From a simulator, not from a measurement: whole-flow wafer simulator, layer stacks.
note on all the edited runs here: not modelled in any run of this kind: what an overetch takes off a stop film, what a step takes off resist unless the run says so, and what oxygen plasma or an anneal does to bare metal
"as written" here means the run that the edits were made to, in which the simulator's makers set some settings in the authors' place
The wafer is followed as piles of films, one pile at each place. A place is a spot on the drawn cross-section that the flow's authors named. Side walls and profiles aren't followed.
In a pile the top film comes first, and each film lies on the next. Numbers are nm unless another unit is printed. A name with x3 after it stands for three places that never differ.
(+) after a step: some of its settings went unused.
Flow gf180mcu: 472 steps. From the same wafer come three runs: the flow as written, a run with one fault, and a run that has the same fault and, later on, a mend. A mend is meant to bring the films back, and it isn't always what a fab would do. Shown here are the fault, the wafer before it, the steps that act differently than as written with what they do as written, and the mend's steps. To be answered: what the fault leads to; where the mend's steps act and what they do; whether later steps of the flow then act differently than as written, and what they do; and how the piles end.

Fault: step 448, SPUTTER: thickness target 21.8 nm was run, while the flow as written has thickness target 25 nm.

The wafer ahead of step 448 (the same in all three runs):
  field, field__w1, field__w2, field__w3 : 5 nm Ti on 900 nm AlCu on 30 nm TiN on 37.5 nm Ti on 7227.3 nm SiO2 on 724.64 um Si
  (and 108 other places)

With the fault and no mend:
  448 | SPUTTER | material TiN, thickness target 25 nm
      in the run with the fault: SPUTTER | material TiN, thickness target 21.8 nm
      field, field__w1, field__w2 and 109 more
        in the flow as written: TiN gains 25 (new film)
        in the run with the fault: TiN gains 21.8 (new film)
  Steps later in the flow that act otherwise than as written (5 other steps are not shown; they differ only slightly, by no more than 2% or 0.5 nm, whichever is larger):
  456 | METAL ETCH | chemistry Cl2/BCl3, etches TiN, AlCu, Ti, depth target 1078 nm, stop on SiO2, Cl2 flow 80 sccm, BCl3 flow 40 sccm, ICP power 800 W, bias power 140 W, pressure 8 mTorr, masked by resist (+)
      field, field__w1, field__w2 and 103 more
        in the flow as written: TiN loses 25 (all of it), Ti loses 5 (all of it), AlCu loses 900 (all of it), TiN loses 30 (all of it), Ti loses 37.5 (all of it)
        in the run with the fault: TiN loses 21.8 (all of it), Ti loses 5 (all of it), AlCu loses 900 (all of it), TiN loses 30 (all of it), Ti loses 37.5 (all of it)
  At field__w8, contact, m1, m1__w1, pad, m1_nw, the piles at the end differ from the flow's by more than 2% or 0.5 nm, whichever is larger.
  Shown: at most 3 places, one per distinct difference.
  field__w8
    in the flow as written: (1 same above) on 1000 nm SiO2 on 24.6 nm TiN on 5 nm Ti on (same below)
    in the run with the fault: (1 same above) on 1000 nm SiO2 on 21.4 nm TiN on 5 nm Ti on (same below)
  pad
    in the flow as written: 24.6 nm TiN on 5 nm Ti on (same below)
    in the run with the fault: 21.4 nm TiN on 5 nm Ti on (same below)

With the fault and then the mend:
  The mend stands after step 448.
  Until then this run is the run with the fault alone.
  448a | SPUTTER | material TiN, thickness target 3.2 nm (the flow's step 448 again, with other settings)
      field, field__w1, field__w2 and 109 more
        TiN gains 3.2
  None of the later steps of the flow acts differently than as written at any place that is followed.
  At every place that both follow, the piles at the end match the flow's.
